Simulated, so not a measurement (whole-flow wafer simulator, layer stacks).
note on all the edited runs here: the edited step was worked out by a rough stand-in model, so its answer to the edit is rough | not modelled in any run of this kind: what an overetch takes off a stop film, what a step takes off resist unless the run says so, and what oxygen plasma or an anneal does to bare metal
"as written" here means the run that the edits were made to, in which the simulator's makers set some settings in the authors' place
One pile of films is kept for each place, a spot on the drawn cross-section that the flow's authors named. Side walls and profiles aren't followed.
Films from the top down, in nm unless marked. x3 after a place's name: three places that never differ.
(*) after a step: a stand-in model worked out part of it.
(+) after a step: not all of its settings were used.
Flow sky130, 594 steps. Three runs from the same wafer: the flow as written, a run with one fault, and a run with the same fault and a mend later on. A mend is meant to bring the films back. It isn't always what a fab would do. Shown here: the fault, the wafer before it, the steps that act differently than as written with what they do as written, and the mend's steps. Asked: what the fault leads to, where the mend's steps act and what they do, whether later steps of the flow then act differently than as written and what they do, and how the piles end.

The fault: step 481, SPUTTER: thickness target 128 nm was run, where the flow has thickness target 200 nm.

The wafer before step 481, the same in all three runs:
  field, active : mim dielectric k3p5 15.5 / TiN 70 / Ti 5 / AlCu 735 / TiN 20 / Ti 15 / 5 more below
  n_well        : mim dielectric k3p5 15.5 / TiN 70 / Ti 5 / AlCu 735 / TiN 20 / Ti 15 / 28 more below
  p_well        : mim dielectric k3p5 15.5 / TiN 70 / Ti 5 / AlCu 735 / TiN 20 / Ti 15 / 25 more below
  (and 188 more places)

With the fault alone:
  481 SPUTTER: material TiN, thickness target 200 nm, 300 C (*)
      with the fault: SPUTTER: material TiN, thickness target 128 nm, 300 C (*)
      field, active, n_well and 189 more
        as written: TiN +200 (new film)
        with the fault: TiN +128 (new film)
  Later steps of the flow that act differently than as written (4 more steps differ only slightly, by at most 2% or 0.5 nm, whichever is larger, and aren't shown):
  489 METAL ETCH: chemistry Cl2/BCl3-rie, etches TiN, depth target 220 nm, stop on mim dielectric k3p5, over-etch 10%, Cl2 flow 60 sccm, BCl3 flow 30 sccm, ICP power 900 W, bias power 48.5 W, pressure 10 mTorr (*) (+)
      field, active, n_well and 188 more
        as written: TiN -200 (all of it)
        with the fault: TiN -128 (all of it)
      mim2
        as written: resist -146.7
        with the fault: resist -93.9
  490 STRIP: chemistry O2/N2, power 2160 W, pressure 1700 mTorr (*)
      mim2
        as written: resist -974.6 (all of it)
        with the fault: resist -1027.4 (all of it)
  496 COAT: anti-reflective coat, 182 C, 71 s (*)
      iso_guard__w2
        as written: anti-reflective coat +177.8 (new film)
        with the fault: anti-reflective coat +131 (new film)
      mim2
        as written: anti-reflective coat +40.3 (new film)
        with the fault: anti-reflective coat +29.5 (new film)
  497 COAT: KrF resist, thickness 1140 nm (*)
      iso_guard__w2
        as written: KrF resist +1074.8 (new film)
        with the fault: KrF resist +1106.3 (new film)
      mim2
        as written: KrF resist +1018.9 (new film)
        with the fault: KrF resist +1082.9 (new film)
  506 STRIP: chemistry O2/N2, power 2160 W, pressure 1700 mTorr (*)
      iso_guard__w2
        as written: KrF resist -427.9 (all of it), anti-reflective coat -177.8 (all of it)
        with the fault: KrF resist -459.3 (all of it), anti-reflective coat -131 (all of it)
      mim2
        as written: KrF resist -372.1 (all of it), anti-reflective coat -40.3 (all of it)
        with the fault: KrF resist -436 (all of it), anti-reflective coat -29.5 (all of it)
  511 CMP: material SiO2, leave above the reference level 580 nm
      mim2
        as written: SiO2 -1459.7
        with the fault: SiO2 -1387.7
  At the end the piles differ from the flow's by more than 2% or 0.5 nm, whichever is larger, at mim2.
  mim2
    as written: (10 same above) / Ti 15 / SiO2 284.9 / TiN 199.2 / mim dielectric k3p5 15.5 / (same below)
    with the fault: (10 same above) / Ti 15 / SiO2 356.9 / TiN 127.2 / mim dielectric k3p5 15.5 / (same below)

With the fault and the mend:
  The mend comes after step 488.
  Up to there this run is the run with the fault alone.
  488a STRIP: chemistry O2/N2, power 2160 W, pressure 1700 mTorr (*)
      mim2
        resist -1121.3 (all of it)
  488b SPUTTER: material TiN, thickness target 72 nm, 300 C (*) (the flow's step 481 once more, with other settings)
      field, active, n_well and 189 more
        TiN +72
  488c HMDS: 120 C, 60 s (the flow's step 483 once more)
      changes no film at any place that is followed
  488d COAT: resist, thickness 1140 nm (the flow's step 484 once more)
      field, active, n_well and 187 more
        resist +1140 (new film)
      m1, via3_hole
        resist +1140.6 (new film)
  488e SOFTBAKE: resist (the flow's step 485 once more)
      changes no film at any place that is followed
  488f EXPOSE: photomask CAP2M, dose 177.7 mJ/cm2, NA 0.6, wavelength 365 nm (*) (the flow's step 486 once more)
      changes no film at any place that is followed
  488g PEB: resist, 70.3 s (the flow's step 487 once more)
      field, active, n_well and 189 more
        resist -18.7
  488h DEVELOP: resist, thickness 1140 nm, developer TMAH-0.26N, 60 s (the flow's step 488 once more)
      field, active, n_well and 186 more
        resist -1121.3 (all of it)
      m1, via3_hole
        resist -1121.9 (all of it)
  No later step of the flow acts differently than as written at any place that is followed.
  At the end the piles are the same as the flow's at every place that both follow.
